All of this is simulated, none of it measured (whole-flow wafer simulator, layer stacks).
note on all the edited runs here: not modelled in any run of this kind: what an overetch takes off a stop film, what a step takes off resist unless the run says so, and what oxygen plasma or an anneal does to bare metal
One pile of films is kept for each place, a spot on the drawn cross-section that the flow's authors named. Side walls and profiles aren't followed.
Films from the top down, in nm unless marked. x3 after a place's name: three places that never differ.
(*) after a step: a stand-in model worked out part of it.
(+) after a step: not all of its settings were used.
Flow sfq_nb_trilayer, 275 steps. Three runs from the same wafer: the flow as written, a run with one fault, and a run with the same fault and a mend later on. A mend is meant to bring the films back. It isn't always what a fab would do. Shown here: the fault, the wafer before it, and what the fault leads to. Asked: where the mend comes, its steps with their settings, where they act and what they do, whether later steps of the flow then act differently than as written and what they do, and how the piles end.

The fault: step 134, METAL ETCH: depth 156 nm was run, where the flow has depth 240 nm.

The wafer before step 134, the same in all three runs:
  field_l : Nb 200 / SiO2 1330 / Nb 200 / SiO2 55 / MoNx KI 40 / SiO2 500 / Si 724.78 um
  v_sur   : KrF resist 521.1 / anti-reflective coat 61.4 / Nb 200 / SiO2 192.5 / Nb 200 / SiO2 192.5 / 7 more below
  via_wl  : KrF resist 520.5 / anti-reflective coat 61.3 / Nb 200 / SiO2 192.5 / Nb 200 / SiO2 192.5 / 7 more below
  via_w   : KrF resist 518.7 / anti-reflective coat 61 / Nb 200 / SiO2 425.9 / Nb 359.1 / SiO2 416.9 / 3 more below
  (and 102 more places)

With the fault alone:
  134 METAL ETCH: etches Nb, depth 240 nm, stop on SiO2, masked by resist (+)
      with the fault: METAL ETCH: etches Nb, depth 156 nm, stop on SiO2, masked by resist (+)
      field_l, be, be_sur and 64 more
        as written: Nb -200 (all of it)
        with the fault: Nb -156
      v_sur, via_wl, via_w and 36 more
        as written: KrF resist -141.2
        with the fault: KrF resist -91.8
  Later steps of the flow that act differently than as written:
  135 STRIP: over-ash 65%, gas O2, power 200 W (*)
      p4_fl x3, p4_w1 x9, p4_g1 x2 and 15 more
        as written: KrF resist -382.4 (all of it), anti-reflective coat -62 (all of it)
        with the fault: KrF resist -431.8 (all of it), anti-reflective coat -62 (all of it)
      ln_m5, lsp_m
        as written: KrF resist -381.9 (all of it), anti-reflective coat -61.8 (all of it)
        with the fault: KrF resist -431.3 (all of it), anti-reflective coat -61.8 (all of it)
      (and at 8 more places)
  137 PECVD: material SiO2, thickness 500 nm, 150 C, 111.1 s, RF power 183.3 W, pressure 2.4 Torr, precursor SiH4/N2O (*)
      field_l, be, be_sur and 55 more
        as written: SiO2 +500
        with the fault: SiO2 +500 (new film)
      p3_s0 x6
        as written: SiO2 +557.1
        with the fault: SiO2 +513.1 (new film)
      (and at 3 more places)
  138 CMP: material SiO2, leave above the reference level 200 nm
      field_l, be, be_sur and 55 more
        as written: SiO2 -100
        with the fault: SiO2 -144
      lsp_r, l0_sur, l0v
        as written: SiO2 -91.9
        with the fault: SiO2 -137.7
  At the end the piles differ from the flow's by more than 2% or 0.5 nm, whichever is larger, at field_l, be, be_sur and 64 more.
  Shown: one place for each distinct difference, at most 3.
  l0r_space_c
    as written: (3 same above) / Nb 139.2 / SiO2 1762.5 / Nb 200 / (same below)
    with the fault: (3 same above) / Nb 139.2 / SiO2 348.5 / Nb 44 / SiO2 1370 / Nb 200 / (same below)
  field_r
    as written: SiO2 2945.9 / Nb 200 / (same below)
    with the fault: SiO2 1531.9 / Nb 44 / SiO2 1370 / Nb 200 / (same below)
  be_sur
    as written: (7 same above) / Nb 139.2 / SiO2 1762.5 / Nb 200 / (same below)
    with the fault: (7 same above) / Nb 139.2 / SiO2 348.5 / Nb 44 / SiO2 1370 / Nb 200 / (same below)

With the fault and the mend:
  The mend comes after step 134.
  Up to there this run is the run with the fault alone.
  134a METAL ETCH: etches Nb, depth 84 nm, stop on SiO2, masked by resist (+) (the flow's step 134 once more, with other settings)
      field_l, be, be_sur and 64 more
        Nb -44 (all of it)
      v_sur, via_wl, via_w and 36 more
        KrF resist -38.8
  Later steps of the flow that act differently than as written:
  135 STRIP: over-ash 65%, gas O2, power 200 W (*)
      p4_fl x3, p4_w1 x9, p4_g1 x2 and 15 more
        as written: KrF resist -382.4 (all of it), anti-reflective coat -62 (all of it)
        with the mend: KrF resist -393 (all of it), anti-reflective coat -62 (all of it)
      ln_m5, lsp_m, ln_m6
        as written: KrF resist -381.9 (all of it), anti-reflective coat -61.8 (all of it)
        with the mend: KrF resist -392.5 (all of it), anti-reflective coat -61.8 (all of it)
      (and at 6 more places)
  At the end the piles are the same as the flow's at every place that both follow.
